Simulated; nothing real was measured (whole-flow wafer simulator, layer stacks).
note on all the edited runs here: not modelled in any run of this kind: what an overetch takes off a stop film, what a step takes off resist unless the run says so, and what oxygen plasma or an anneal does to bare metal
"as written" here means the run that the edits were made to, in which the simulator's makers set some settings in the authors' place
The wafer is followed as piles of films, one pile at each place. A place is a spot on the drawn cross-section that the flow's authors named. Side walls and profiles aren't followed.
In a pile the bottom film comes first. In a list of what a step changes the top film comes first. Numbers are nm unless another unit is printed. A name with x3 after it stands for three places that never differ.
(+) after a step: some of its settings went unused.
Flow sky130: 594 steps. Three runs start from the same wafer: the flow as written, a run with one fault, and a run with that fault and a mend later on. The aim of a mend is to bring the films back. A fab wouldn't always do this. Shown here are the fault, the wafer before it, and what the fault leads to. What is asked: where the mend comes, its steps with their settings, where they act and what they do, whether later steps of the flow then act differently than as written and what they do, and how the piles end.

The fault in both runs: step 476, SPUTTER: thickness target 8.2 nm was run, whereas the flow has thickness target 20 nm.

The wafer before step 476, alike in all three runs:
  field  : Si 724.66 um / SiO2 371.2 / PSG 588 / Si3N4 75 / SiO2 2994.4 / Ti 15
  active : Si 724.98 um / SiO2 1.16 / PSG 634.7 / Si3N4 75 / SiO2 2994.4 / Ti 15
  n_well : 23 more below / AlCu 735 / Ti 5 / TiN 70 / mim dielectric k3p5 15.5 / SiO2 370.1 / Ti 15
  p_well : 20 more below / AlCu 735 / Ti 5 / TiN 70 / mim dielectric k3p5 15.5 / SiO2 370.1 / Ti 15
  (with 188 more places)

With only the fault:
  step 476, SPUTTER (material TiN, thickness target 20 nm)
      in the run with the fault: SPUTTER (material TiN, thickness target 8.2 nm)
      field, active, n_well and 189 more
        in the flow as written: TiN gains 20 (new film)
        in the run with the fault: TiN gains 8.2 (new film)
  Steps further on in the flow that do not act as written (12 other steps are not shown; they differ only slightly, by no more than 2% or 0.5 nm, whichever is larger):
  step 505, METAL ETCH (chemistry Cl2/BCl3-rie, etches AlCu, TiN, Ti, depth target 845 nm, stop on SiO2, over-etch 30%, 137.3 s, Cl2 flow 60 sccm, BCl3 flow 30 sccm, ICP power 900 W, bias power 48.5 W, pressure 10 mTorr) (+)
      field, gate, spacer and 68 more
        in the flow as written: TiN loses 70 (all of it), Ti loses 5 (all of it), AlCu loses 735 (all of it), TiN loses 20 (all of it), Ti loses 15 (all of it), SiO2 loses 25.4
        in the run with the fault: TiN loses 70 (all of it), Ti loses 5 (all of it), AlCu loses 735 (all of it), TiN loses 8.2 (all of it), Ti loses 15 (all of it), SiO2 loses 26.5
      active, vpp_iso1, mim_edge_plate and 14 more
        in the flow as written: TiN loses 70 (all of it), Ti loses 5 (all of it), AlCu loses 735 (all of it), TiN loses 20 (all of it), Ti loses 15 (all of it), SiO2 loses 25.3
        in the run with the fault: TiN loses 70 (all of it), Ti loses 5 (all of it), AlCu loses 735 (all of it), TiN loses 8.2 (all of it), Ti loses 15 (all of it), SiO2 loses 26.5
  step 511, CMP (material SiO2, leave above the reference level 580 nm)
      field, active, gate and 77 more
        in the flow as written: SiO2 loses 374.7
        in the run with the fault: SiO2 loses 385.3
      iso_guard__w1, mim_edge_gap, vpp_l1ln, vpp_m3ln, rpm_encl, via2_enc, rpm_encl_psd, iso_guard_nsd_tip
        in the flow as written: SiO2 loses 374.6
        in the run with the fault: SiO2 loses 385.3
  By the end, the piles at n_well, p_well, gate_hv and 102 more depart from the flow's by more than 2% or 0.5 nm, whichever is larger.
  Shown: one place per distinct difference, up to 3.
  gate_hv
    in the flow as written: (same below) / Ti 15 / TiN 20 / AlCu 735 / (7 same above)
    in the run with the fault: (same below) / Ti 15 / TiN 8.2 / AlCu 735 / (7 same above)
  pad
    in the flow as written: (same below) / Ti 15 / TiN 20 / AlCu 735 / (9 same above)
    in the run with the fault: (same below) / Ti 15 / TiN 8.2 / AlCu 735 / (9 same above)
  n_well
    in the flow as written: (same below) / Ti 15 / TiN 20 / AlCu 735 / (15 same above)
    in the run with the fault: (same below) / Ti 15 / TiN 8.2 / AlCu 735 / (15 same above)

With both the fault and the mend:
  The mend stands after step 476.
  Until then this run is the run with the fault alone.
  step 476a, SPUTTER (material TiN, thickness target 11.8 nm) (the flow's step 476 again, with other settings)
      field, active, n_well and 189 more
        TiN gains 11.8
  None of the later steps of the flow acts differently than as written at any place that is followed.
  At every place that both follow, the piles at the end match the flow's.
